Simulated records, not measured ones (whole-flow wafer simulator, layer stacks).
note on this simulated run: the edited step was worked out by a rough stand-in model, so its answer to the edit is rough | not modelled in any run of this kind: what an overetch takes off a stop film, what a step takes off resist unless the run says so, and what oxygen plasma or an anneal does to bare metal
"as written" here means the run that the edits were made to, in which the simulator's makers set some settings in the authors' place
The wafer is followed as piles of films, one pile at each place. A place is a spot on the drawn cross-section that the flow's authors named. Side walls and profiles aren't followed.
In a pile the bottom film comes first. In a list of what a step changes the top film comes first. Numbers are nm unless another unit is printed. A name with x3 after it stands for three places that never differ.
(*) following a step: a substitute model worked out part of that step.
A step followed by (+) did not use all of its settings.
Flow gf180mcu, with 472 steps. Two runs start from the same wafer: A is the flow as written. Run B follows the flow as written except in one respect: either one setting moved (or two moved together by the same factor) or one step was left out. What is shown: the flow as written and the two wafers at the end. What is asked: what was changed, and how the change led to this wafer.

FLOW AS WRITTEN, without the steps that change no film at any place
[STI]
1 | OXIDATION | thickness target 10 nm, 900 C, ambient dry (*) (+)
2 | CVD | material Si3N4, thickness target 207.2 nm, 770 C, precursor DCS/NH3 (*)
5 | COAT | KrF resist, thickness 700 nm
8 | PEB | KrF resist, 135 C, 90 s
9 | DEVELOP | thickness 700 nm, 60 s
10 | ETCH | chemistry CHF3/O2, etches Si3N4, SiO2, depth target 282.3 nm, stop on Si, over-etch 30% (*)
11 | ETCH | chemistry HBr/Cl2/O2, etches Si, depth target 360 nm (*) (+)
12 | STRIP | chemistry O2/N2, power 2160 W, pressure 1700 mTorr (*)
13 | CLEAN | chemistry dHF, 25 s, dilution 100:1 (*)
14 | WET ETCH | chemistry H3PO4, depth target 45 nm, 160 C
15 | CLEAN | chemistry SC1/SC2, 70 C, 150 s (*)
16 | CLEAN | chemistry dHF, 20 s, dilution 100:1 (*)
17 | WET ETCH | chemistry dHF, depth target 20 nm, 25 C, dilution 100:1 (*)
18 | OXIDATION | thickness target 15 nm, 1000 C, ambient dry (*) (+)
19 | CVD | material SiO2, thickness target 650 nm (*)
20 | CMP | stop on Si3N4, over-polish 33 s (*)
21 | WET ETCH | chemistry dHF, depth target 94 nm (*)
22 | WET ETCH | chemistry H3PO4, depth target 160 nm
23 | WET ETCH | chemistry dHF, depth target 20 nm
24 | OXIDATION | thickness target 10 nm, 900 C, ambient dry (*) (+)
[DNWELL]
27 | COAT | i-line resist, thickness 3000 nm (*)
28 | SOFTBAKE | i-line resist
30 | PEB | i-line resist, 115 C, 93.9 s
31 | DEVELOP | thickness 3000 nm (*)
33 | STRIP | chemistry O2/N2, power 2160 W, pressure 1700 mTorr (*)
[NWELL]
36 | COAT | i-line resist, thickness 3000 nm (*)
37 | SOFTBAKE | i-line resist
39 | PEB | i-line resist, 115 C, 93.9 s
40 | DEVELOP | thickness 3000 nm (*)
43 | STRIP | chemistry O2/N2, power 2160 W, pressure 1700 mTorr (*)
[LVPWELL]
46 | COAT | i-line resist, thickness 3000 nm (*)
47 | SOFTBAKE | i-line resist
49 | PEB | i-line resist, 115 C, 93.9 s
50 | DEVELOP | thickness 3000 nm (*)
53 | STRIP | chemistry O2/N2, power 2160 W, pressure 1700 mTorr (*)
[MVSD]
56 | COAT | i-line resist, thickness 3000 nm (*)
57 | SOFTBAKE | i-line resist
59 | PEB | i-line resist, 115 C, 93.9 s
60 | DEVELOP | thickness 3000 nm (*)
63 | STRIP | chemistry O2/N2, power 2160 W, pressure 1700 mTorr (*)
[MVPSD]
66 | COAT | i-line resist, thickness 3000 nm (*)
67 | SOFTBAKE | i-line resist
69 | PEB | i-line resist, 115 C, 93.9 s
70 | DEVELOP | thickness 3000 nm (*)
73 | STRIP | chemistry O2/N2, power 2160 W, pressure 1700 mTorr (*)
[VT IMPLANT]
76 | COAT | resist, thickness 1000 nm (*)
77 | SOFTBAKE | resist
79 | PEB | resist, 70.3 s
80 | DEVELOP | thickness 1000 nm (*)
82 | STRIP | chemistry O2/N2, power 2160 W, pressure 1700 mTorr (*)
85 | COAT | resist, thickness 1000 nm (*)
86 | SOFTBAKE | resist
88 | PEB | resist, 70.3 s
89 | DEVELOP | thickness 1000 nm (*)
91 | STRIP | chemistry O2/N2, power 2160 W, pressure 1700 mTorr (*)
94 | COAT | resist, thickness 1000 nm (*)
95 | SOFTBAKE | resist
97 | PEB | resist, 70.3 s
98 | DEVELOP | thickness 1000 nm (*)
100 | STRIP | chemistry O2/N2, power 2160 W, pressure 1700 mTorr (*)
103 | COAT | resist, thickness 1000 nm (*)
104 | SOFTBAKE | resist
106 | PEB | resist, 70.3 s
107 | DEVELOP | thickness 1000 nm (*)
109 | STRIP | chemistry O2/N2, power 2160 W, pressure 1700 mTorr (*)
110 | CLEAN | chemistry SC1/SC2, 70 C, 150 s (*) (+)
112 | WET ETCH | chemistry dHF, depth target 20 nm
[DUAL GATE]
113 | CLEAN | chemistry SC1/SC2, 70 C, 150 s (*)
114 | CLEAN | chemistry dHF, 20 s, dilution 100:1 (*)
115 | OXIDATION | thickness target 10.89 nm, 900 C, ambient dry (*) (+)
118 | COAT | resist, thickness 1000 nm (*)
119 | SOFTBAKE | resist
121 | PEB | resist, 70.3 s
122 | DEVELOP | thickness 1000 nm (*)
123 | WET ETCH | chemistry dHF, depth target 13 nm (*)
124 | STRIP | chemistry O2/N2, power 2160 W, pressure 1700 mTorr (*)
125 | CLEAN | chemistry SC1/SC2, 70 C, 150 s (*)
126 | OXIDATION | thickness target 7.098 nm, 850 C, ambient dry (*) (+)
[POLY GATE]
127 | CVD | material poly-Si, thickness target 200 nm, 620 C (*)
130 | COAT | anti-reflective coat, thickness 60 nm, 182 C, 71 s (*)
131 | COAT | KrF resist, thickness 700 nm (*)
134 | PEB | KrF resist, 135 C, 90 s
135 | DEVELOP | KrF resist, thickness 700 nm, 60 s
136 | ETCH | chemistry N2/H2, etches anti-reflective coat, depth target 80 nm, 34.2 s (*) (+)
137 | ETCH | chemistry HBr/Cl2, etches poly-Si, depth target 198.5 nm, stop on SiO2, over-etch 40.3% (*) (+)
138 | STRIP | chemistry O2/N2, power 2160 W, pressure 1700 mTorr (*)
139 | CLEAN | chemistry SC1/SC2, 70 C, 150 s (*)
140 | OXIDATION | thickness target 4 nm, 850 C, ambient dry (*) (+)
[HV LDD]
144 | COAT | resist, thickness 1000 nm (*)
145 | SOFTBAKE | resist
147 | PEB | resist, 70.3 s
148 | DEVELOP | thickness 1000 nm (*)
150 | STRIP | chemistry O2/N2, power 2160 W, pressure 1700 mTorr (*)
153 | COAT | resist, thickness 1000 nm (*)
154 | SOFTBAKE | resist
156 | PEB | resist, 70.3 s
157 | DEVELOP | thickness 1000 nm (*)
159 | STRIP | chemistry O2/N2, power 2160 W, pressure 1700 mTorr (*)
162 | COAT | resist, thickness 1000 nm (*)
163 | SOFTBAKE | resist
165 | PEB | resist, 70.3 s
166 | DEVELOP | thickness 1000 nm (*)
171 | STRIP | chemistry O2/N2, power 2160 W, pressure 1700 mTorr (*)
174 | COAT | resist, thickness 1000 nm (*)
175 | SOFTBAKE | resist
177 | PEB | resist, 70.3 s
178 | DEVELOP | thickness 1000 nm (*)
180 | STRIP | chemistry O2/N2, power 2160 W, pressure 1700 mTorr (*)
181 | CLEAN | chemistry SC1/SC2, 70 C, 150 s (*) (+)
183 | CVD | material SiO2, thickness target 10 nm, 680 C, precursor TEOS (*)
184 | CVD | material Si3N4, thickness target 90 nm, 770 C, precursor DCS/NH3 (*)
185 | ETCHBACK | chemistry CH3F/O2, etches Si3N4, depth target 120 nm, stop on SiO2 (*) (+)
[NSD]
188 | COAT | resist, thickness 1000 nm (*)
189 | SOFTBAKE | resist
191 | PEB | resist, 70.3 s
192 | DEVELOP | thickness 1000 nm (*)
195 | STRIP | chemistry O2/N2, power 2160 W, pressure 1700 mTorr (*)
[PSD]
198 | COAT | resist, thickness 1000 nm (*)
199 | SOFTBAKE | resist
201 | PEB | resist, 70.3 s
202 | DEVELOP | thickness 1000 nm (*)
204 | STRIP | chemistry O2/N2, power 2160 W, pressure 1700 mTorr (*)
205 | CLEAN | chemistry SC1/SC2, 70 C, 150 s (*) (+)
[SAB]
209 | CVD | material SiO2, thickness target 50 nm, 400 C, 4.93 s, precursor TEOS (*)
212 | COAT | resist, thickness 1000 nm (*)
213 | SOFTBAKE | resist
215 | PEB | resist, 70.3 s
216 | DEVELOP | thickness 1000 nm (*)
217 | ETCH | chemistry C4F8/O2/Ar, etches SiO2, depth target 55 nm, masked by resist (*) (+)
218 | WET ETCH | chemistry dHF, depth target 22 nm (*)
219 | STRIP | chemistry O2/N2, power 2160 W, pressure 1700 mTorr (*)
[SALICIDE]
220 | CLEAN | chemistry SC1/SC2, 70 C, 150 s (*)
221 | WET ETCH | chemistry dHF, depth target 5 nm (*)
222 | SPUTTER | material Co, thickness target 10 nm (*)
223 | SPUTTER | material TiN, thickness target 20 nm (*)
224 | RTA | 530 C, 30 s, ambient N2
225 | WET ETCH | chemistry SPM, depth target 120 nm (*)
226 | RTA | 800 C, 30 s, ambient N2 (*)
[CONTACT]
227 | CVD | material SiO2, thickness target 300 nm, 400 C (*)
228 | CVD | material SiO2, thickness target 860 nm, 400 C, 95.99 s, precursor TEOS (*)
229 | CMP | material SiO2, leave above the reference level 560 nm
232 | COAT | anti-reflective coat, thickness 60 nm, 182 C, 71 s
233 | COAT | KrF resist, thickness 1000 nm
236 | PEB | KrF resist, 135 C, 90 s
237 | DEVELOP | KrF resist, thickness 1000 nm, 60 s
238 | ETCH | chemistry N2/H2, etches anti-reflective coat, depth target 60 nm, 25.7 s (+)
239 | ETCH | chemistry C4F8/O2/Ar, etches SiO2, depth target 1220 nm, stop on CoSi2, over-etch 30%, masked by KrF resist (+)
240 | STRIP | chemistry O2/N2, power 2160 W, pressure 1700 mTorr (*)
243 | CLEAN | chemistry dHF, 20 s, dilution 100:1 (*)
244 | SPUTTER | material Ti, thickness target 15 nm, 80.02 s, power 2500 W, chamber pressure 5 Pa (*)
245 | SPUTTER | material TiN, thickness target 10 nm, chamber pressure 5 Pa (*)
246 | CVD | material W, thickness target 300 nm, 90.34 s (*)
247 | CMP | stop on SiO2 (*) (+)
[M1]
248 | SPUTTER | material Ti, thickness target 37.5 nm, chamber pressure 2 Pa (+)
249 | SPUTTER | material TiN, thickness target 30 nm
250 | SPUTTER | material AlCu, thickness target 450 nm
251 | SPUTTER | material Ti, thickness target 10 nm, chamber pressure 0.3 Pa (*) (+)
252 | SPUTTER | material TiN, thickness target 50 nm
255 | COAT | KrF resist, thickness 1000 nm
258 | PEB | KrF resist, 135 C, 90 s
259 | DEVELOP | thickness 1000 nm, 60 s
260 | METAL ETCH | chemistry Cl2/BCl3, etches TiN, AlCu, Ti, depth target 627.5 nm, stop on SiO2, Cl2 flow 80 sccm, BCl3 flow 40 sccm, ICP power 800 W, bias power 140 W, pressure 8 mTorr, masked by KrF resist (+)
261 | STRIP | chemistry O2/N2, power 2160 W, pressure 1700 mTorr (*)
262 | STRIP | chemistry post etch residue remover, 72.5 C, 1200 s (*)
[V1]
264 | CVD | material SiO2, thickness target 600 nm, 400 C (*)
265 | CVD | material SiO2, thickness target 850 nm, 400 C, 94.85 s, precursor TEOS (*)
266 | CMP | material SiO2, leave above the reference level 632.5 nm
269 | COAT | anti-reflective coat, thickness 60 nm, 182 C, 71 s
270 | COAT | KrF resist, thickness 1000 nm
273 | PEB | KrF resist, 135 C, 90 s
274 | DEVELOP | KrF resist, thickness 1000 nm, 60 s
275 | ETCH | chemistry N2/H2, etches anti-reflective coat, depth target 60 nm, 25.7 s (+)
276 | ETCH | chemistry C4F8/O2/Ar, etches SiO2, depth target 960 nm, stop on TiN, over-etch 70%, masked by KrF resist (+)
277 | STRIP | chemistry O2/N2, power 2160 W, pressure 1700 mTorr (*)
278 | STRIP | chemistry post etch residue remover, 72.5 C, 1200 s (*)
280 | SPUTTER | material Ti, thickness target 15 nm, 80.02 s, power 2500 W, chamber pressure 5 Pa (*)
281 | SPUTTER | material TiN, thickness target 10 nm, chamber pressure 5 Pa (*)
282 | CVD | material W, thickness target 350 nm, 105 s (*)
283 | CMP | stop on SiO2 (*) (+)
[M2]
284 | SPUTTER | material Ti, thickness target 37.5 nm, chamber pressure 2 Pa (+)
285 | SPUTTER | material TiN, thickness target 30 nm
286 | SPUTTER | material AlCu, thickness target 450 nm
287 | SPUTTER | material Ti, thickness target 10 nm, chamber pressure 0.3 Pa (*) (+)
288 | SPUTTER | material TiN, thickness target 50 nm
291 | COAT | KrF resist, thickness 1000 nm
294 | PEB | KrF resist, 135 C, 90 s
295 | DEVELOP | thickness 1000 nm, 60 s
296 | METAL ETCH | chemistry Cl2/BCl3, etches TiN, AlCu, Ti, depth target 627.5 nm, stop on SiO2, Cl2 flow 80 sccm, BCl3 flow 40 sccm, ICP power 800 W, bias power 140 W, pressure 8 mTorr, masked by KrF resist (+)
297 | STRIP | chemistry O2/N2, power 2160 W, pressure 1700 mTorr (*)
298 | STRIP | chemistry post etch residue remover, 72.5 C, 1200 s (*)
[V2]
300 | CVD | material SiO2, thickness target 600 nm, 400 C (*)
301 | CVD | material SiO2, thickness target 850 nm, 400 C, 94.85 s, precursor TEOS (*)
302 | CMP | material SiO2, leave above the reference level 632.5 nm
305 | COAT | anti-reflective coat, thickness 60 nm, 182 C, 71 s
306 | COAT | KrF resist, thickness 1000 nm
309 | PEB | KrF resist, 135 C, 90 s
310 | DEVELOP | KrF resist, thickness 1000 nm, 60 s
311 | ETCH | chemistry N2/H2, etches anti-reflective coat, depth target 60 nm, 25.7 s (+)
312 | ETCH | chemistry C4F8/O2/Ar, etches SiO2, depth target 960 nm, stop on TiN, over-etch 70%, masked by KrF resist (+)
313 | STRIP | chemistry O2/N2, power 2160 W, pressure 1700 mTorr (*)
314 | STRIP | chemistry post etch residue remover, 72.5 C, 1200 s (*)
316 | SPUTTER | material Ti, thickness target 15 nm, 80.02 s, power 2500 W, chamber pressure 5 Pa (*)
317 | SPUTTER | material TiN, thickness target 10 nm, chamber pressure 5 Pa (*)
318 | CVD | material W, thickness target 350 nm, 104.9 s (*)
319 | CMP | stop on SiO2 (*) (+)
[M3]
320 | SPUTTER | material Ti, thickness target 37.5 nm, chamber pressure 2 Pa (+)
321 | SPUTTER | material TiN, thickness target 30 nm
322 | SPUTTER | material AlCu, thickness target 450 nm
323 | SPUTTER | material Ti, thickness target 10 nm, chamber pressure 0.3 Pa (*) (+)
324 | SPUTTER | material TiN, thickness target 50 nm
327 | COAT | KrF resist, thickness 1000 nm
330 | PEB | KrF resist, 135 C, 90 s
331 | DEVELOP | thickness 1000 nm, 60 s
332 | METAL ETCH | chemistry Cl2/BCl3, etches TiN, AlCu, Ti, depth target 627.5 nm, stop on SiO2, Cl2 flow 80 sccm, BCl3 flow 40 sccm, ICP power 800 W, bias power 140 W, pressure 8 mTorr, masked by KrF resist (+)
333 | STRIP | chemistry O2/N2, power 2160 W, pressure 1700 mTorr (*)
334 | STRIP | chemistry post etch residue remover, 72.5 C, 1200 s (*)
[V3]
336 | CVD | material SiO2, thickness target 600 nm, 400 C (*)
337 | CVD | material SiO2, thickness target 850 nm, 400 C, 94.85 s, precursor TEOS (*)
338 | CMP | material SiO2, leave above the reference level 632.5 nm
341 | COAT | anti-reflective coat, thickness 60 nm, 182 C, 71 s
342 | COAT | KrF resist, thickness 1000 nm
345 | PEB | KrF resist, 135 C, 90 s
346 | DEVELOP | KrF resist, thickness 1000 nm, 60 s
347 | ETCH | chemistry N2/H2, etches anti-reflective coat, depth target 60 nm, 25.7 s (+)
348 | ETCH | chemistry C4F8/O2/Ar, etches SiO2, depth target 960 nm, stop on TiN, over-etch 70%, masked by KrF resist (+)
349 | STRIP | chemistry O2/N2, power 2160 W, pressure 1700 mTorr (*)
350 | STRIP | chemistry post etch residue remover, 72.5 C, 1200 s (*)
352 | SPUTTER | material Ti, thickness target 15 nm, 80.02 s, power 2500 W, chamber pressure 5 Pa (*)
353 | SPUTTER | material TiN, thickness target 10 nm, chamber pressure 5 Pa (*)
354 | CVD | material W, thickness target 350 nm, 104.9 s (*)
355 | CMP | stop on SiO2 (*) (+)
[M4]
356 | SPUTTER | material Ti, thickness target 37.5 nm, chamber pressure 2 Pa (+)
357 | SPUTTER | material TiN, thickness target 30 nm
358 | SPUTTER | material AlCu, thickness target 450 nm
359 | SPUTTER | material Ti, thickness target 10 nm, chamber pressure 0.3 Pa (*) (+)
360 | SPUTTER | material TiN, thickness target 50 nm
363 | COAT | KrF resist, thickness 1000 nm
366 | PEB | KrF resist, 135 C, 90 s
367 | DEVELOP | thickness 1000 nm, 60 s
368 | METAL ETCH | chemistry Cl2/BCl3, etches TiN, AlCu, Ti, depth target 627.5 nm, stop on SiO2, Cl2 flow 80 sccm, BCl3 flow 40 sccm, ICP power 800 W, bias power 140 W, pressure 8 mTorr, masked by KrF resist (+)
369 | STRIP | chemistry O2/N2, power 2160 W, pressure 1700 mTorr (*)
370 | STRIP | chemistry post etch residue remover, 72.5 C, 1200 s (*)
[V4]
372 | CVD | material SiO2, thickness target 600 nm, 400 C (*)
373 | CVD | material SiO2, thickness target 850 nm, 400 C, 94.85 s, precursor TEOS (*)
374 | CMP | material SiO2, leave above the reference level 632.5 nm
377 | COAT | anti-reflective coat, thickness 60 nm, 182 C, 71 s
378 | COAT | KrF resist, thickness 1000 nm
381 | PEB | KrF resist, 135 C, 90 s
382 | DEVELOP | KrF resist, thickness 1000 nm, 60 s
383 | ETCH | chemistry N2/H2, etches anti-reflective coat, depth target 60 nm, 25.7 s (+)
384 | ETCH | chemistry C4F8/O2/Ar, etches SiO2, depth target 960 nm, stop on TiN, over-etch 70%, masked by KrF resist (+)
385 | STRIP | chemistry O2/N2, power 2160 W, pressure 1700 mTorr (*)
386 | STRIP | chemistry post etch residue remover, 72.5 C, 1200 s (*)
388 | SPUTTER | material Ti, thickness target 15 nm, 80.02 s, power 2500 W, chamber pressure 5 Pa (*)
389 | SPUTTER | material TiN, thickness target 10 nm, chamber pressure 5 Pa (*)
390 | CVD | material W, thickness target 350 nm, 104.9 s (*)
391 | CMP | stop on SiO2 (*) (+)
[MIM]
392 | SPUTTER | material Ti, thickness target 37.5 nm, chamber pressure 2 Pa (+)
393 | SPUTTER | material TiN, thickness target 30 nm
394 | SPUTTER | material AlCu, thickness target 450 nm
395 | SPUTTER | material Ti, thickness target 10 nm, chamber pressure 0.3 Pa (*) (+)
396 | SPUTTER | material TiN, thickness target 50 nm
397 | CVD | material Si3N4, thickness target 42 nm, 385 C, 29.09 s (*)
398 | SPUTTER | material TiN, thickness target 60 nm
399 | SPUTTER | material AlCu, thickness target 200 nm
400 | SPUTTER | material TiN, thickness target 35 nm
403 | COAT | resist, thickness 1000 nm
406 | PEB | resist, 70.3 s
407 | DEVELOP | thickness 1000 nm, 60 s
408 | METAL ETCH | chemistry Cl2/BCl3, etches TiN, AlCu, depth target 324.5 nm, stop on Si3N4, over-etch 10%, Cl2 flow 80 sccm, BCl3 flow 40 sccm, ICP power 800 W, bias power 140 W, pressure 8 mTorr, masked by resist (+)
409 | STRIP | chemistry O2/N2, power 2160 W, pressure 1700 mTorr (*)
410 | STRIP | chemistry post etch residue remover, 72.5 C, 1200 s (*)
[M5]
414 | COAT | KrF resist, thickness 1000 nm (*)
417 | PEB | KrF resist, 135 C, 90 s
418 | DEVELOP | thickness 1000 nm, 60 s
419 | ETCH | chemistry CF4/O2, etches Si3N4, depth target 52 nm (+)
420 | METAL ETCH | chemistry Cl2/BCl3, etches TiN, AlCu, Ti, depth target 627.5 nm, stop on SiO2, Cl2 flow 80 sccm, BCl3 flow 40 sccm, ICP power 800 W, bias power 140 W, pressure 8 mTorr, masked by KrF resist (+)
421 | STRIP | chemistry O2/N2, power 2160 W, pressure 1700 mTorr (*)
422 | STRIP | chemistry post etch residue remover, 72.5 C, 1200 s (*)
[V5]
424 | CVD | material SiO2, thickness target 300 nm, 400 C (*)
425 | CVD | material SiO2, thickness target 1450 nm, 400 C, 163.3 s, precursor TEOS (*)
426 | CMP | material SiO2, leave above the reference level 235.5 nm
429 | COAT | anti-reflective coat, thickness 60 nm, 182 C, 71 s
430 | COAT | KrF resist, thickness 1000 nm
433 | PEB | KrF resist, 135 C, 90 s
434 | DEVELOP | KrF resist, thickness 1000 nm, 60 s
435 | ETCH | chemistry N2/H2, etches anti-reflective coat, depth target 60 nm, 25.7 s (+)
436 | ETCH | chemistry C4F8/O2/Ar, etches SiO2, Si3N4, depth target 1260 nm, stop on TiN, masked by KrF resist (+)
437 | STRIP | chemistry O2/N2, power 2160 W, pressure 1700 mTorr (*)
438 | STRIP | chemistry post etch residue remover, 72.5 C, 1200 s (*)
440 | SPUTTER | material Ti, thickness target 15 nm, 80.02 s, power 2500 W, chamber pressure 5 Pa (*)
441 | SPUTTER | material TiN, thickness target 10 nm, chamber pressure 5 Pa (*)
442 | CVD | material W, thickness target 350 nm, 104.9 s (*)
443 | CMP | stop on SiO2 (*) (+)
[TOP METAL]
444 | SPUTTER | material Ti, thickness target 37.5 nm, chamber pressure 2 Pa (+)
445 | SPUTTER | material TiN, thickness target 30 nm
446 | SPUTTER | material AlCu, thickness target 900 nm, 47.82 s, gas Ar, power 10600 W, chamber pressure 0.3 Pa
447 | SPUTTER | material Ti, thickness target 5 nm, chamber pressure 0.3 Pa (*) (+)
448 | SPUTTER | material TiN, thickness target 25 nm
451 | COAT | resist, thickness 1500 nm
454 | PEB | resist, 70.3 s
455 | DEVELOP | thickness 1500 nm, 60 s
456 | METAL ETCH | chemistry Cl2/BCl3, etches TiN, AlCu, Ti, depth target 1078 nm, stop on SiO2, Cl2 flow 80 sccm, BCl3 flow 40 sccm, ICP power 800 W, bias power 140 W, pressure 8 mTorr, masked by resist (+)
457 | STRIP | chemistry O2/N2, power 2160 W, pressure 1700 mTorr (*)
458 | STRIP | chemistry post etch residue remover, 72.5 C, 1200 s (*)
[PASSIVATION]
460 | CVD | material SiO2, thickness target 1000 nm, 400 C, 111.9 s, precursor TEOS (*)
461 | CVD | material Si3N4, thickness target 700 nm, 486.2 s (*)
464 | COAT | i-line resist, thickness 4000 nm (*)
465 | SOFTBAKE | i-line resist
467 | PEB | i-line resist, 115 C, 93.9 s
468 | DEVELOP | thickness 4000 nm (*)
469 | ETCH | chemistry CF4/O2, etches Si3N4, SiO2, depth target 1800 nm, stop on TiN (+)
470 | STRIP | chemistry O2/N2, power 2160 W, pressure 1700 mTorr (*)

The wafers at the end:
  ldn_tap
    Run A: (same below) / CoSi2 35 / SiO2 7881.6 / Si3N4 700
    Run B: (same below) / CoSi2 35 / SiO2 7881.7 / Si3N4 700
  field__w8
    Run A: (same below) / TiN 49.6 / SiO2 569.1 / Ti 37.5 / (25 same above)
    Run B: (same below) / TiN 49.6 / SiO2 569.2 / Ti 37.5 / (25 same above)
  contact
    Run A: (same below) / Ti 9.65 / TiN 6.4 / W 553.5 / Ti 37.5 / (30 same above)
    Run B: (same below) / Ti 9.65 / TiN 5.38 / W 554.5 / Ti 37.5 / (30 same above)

The reason: step 317, SPUTTER: thickness target 8.4 nm was run, whereas the flow has thickness target 10 nm.

The path from the change to this, step by step:
  317 | SPUTTER | material TiN, thickness target 10 nm, chamber pressure 5 Pa (*)
      field, field__w1, field__w2 and 107 more: A +10 TiN (new film) | B +8.4 TiN (new film)
      contact: A +6.4 TiN (new film) | B +5.38 TiN (new film)
  319 | CMP | stop on SiO2 (*) (+)
      field, field__w1, field__w2 and 107 more: A -350 W (all of it), -10 TiN (all of it), -15 Ti (all of it), -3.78 SiO2 | B -350 W (all of it), -8.4 TiN (all of it), -15 Ti (all of it), -3.77 SiO2
